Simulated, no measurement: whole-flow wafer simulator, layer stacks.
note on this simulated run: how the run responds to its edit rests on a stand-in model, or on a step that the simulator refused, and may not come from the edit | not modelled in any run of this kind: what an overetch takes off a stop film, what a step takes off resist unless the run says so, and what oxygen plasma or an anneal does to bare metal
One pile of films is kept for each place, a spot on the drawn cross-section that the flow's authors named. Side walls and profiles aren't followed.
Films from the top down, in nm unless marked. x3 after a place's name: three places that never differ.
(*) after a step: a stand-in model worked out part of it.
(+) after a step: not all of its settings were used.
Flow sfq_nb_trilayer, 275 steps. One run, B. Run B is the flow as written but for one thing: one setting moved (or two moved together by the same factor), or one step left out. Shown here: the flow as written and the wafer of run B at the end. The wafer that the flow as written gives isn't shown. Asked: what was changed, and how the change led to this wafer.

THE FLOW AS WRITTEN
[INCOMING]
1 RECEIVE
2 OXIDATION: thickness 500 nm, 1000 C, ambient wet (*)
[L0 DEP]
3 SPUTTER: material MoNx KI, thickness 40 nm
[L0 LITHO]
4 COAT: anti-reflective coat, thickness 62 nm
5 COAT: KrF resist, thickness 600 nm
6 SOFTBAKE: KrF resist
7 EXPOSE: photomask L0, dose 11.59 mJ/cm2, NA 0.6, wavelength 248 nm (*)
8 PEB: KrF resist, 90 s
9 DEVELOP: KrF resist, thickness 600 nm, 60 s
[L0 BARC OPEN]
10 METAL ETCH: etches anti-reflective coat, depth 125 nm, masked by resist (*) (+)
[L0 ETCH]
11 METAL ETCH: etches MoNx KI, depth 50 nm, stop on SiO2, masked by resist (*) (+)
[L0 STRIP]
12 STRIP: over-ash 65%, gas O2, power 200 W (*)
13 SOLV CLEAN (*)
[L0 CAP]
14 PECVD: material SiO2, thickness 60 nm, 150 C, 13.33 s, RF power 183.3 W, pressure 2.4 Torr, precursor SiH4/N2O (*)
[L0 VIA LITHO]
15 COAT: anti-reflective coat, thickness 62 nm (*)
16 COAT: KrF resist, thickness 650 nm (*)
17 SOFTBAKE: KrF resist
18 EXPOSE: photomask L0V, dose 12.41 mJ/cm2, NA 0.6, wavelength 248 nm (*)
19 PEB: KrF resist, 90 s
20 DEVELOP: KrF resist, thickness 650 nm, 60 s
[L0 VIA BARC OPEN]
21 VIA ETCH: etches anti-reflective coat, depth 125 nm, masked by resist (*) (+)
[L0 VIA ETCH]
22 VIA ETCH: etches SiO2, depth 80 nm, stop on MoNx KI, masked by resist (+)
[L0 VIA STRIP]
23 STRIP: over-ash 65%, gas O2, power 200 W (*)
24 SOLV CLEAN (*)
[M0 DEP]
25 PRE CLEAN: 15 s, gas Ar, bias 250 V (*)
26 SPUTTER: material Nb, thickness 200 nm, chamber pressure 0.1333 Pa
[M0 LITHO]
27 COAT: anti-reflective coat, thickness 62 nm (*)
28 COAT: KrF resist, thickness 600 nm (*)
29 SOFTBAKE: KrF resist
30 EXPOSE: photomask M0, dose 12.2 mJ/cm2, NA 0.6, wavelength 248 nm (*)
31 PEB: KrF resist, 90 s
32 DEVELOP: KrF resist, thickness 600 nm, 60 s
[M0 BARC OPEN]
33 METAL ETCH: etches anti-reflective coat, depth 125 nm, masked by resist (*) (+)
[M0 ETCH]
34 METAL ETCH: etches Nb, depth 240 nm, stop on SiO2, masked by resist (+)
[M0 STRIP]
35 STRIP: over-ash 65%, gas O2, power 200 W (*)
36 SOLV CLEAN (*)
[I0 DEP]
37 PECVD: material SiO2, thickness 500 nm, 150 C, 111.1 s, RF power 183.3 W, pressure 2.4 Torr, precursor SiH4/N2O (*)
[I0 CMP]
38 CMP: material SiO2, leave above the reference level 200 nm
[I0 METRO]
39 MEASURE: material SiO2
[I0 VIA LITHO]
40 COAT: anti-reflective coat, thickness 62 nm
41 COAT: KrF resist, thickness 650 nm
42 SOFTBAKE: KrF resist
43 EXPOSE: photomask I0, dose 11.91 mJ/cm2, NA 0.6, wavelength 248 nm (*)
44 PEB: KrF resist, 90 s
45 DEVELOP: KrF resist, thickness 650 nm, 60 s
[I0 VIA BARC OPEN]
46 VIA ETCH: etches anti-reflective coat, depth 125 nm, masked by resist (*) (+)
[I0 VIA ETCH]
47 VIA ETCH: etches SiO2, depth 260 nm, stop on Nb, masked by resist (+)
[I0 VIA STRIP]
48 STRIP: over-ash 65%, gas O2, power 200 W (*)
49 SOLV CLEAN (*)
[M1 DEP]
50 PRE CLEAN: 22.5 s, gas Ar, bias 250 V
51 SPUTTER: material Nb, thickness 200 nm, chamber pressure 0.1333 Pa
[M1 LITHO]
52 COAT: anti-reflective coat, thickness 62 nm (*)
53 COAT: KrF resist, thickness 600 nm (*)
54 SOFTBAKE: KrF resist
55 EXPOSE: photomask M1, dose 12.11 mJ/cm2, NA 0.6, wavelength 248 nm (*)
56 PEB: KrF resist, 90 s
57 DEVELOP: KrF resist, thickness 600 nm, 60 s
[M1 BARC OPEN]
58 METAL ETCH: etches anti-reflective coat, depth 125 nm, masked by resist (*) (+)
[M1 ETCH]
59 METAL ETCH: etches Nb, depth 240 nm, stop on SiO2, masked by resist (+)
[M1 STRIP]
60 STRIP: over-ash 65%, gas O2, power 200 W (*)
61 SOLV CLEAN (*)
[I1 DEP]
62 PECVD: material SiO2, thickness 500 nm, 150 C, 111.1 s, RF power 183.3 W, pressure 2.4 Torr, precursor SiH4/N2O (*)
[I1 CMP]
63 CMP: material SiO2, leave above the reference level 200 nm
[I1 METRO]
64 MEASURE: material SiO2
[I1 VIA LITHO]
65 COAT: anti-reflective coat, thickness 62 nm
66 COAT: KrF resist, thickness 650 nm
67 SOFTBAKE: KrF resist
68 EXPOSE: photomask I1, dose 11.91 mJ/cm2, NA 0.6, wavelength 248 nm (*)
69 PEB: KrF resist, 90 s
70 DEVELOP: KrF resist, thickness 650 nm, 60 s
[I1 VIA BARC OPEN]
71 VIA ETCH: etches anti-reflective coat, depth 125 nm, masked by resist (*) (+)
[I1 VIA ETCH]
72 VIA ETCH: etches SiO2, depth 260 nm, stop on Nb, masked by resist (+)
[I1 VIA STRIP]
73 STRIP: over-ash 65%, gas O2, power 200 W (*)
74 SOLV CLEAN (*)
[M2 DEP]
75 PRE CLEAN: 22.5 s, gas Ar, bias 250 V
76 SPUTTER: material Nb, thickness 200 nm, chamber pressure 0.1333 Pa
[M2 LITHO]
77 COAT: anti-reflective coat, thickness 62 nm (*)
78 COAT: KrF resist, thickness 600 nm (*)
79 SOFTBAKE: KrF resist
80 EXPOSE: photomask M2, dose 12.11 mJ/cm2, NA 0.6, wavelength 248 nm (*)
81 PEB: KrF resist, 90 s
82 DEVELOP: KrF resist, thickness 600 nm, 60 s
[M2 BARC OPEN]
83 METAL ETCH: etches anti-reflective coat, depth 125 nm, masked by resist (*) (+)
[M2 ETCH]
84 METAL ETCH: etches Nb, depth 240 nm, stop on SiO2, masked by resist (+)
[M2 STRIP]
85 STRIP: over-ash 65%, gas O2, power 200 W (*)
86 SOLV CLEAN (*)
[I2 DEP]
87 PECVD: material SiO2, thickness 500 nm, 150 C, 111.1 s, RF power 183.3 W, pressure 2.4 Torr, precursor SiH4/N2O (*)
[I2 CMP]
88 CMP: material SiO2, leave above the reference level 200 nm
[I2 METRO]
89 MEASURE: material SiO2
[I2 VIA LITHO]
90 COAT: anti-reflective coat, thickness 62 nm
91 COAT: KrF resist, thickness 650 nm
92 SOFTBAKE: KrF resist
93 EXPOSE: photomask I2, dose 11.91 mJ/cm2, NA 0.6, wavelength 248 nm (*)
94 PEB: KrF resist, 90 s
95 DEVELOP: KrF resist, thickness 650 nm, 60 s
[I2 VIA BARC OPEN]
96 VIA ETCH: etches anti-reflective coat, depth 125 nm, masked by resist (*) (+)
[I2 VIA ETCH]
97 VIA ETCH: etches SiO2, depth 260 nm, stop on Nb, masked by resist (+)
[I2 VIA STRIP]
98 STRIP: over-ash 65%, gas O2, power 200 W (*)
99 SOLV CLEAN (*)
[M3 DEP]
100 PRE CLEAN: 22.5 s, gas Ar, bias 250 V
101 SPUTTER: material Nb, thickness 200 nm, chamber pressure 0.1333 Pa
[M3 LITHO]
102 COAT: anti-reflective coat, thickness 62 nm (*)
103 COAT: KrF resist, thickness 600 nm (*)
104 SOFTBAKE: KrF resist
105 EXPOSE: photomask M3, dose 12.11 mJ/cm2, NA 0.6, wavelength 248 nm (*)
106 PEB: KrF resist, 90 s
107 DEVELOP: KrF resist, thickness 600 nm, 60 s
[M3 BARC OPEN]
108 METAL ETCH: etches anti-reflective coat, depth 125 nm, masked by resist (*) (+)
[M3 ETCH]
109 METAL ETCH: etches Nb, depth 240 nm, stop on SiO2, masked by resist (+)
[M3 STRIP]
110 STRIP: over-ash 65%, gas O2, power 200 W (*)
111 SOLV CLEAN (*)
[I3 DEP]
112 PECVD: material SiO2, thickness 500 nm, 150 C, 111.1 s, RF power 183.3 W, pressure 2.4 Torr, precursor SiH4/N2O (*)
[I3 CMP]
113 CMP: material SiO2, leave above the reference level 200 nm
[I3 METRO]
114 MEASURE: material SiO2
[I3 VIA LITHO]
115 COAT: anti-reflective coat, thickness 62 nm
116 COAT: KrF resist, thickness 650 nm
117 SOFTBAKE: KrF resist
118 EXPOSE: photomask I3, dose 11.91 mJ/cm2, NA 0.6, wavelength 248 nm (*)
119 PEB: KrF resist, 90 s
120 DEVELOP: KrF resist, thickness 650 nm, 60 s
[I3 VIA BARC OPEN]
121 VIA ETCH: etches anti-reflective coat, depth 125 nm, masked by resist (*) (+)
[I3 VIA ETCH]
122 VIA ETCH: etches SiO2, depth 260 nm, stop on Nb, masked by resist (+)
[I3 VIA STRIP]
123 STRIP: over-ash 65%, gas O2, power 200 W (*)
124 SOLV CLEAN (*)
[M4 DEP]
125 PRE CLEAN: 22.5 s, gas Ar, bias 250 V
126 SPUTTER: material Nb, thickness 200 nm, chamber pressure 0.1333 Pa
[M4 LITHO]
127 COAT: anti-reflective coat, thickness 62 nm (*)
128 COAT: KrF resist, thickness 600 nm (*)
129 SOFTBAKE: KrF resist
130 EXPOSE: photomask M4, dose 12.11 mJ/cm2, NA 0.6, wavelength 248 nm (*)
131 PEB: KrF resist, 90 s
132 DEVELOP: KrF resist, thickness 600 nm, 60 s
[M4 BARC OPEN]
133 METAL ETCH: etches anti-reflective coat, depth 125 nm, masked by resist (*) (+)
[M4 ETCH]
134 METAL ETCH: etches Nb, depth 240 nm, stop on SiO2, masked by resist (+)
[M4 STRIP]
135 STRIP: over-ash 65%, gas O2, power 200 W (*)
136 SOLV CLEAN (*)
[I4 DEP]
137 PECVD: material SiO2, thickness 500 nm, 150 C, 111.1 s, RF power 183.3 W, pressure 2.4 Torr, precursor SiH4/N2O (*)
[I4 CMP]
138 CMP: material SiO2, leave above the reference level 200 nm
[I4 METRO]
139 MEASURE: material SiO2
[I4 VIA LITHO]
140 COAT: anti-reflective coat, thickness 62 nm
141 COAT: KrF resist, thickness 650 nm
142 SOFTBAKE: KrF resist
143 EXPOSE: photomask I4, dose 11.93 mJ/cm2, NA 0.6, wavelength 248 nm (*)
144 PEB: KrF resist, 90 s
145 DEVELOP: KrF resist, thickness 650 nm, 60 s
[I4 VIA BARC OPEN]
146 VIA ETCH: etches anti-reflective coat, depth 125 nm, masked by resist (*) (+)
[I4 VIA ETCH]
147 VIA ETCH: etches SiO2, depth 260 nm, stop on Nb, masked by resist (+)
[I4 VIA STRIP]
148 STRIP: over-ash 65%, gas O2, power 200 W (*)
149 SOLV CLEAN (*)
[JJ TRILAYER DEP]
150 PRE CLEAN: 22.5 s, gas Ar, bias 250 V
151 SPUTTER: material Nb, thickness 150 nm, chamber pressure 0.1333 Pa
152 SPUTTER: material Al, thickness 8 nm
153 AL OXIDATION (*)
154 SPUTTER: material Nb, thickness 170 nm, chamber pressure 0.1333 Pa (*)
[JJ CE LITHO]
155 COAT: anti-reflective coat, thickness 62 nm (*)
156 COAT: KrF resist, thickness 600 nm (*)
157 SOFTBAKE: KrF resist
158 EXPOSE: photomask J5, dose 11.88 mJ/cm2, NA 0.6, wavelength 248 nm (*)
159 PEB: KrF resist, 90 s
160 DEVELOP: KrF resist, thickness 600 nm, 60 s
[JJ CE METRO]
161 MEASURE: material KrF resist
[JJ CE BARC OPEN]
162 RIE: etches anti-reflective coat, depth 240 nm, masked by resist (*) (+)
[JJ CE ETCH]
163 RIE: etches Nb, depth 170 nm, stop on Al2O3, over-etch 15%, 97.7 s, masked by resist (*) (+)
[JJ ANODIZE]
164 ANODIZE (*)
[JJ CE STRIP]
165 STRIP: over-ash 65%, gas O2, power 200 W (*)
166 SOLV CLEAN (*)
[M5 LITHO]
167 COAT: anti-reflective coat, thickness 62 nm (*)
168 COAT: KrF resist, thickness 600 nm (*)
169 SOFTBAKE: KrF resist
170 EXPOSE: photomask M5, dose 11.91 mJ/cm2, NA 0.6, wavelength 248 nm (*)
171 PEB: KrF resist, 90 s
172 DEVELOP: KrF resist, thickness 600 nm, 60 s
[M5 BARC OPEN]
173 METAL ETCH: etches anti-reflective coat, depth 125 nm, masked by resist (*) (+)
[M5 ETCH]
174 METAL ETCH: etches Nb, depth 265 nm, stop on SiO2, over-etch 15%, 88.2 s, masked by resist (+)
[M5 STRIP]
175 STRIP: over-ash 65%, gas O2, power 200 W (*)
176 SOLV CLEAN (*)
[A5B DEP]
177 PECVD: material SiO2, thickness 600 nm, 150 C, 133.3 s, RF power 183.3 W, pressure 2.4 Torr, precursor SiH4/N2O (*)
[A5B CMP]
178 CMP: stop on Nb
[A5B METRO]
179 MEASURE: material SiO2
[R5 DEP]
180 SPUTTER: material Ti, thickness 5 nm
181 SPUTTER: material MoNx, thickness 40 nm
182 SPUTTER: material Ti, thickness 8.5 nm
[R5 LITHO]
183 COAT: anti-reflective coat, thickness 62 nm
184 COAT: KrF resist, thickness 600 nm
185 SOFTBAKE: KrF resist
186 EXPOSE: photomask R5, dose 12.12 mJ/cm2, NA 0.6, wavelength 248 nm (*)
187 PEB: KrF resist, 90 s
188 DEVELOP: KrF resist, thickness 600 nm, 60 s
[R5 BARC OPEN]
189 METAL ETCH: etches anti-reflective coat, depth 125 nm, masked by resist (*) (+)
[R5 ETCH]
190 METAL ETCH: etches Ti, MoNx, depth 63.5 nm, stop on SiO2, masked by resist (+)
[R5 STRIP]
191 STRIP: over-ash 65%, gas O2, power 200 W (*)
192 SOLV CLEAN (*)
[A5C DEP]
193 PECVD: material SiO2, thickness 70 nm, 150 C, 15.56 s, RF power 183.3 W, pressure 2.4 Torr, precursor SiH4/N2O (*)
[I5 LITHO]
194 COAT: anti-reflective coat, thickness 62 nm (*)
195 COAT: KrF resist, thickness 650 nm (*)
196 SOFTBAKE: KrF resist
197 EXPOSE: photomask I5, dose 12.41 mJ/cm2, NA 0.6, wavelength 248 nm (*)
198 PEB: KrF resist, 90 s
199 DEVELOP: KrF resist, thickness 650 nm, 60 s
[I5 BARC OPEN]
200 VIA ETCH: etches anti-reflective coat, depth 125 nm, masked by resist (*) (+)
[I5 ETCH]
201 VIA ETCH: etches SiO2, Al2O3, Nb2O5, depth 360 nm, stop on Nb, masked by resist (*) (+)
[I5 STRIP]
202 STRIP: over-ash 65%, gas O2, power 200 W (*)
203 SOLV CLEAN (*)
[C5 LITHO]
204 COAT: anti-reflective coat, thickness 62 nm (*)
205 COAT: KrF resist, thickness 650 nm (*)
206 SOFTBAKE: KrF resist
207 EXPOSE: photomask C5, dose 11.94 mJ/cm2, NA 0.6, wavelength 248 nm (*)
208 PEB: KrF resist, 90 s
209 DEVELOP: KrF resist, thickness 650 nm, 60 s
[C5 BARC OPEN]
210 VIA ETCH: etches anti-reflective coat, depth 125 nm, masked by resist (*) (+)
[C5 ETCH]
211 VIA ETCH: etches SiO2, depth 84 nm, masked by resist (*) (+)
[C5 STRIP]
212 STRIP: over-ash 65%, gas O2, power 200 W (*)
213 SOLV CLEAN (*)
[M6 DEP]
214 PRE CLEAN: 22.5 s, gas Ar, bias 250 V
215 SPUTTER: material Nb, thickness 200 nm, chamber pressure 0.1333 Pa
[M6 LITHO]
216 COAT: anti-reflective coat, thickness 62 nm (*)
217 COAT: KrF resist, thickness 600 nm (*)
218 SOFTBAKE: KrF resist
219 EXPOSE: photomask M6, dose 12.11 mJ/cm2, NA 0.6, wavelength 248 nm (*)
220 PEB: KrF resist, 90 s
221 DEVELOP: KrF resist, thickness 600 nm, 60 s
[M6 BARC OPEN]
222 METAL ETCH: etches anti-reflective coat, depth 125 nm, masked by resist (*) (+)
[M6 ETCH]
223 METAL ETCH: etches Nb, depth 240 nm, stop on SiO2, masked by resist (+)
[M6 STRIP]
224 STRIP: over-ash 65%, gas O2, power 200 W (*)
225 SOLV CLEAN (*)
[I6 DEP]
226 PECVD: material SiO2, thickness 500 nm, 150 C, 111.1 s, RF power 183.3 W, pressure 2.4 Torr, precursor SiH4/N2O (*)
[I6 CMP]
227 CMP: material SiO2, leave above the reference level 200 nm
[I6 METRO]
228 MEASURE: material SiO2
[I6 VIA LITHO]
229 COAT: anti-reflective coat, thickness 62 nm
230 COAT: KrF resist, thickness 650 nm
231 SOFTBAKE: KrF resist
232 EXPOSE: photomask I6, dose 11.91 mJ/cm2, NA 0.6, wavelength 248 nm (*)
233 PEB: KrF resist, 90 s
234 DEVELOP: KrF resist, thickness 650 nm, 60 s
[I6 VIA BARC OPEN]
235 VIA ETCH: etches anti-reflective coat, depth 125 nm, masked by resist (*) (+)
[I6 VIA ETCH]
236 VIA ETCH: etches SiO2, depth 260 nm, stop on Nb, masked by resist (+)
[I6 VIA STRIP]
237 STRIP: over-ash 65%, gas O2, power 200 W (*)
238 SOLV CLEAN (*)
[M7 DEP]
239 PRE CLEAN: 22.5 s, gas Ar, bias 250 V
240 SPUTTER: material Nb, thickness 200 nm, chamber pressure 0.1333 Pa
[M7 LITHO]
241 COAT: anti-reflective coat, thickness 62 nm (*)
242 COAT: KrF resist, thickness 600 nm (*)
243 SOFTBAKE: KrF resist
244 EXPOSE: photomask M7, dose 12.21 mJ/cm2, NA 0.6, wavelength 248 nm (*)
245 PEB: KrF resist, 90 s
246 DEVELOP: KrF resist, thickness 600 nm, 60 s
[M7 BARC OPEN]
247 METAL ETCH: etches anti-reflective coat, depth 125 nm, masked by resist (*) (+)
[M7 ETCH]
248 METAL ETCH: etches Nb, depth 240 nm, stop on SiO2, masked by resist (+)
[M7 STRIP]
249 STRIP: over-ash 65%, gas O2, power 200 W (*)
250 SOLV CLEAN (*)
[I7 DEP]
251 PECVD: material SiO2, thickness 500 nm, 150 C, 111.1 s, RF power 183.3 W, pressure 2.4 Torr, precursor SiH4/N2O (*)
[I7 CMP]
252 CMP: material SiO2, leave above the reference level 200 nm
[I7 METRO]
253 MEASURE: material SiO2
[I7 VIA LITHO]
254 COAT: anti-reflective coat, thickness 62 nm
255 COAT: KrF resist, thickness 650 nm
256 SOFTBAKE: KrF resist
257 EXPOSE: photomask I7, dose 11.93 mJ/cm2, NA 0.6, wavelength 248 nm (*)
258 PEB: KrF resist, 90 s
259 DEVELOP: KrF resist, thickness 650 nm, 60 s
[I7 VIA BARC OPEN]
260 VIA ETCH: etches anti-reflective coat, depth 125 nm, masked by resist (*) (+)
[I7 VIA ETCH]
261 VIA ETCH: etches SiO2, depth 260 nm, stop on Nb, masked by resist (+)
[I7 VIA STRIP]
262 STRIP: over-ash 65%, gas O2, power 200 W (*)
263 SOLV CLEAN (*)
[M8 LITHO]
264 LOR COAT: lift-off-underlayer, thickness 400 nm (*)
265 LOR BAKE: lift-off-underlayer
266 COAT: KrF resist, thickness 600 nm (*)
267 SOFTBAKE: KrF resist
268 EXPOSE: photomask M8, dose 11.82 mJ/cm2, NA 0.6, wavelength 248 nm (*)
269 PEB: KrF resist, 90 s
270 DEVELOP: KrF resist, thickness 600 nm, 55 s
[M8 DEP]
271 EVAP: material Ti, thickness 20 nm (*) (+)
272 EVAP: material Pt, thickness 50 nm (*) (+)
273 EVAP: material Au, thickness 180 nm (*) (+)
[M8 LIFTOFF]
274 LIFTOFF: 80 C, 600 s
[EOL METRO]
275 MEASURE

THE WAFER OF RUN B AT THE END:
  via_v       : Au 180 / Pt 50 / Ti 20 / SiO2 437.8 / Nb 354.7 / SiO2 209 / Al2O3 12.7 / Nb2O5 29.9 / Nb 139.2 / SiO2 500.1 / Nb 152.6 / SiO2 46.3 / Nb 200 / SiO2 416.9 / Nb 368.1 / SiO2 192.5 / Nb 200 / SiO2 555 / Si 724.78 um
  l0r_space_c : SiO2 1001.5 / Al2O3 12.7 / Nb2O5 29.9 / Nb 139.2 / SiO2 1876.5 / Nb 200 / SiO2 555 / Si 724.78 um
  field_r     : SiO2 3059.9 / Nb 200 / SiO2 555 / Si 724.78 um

The cause: step 113, CMP: leave above the reference level 314 nm was run, where the flow has leave above the reference level 200 nm.

How the change led to this, step by step:
  113 CMP: material SiO2, leave above the reference level 200 nm
      field_l, be, be_sur and 64 more: nothing (as written it would be: SiO2 -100)
      v_sur, via_wl, via_wr and 27 more: SiO2 -186 (as written it would be: SiO2 -300)
      (and at 9 more places)
  115 COAT: anti-reflective coat, thickness 62 nm
      m0r_space_l, m0r_space_r, m6r_space_l, m6r_space_r, m7r_space_l, m7r_space_r: anti-reflective coat +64 (new film) (as written it would be: anti-reflective coat +62 (new film))
      be, p4_fm, wl_g_sr: anti-reflective coat +63.9 (new film) (as written it would be: anti-reflective coat +62 (new film))
      (and at 22 more places)
  122 VIA ETCH: etches SiO2, depth 260 nm, stop on Nb, masked by resist (+)
      via_v: SiO2 -260 (as written it would be: SiO2 -199.8 (all of it))
  123 STRIP: over-ash 65%, gas O2, power 200 W (*)
      m0r_space_l, m0r_space_r, m6r_space_l, m6r_space_r, m7r_space_l, m7r_space_r: KrF resist -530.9 (all of it), anti-reflective coat -64 (all of it) (as written it would be: KrF resist -528.6 (all of it), anti-reflective coat -62 (all of it))
      m5r_linepad_l, m5r_linepad_r: KrF resist -526.6 (all of it), anti-reflective coat -68.4 (all of it) (as written it would be: KrF resist -528.6 (all of it), anti-reflective coat -62 (all of it))
      (and at 23 more places)
  125 PRE CLEAN: 22.5 s, gas Ar, bias 250 V
      via_v: SiO2 -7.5 (as written it would be: Nb -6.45)
  126 SPUTTER: material Nb, thickness 200 nm, chamber pressure 0.1333 Pa
      via_v: Nb +152.6 (new film) (as written it would be: Nb +165.5)
  127 COAT: anti-reflective coat, thickness 62 nm (*)
      p4_fm, wl_g_sr, m0r_space_l, m0r_space_r, m6r_space_l, m6r_space_r, m7r_space_l, m7r_space_r: anti-reflective coat +63.8 (new film) (as written it would be: anti-reflective coat +62 (new film))
      p3_fr, wl_f_sl: anti-reflective coat +64.3 (new film) (as written it would be: anti-reflective coat +62 (new film))
      (and at 23 more places)
  128 COAT: KrF resist, thickness 600 nm (*)
      via_v: KrF resist +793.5 (new film) (as written it would be: KrF resist +739.8 (new film))
  133 METAL ETCH: etches anti-reflective coat, depth 125 nm, masked by resist (*) (+)
      wl_g_sr, m0r_space_l, m0r_space_r, m6r_space_l, m6r_space_r, m7r_space_l, m7r_space_r: anti-reflective coat -63.8 (all of it) (as written it would be: anti-reflective coat -62 (all of it))
      p3_fr, wl_f_sl: anti-reflective coat -64.3 (all of it) (as written it would be: anti-reflective coat -62 (all of it))
      (and at 11 more places)
  135 STRIP: over-ash 65%, gas O2, power 200 W (*)
      v_sur: KrF resist -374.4 (all of it), anti-reflective coat -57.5 (all of it) (as written it would be: KrF resist -379.9 (all of it), anti-reflective coat -61.4 (all of it))
      via_wl: KrF resist -372.4 (all of it), anti-reflective coat -59.6 (all of it) (as written it would be: KrF resist -379.4 (all of it), anti-reflective coat -61.3 (all of it))
      (and at 12 more places)
  137 PECVD: material SiO2, thickness 500 nm, 150 C, 111.1 s, RF power 183.3 W, pressure 2.4 Torr, precursor SiH4/N2O (*)
      via_v: SiO2 +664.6 (new film) (as written it would be: SiO2 +615 (new film))
  138 CMP: material SiO2, leave above the reference level 200 nm
      field_l, be, be_sur and 55 more: SiO2 -86 (as written it would be: SiO2 -100)
      ln_m5, lsp_m, ln_m6, p4_fl, p4_fm, p4_fr: SiO2 -286 (as written it would be: SiO2 -300)
      (and at 4 more places)
Counting metal films that touch as one body, via_v has 7 bodies (between them, from the top down: SiO2 437.8; SiO2 209 / Al2O3 12.7 / Nb2O5 29.9; SiO2 500.1; SiO2 46.3; SiO2 416.9; SiO2 192.5); the flow as written gives 6 bodies (between them, from the top down: SiO2 437.8; SiO2 209 / Al2O3 12.7 / Nb2O5 29.9; SiO2 425.9; SiO2 416.9; SiO2 192.5).
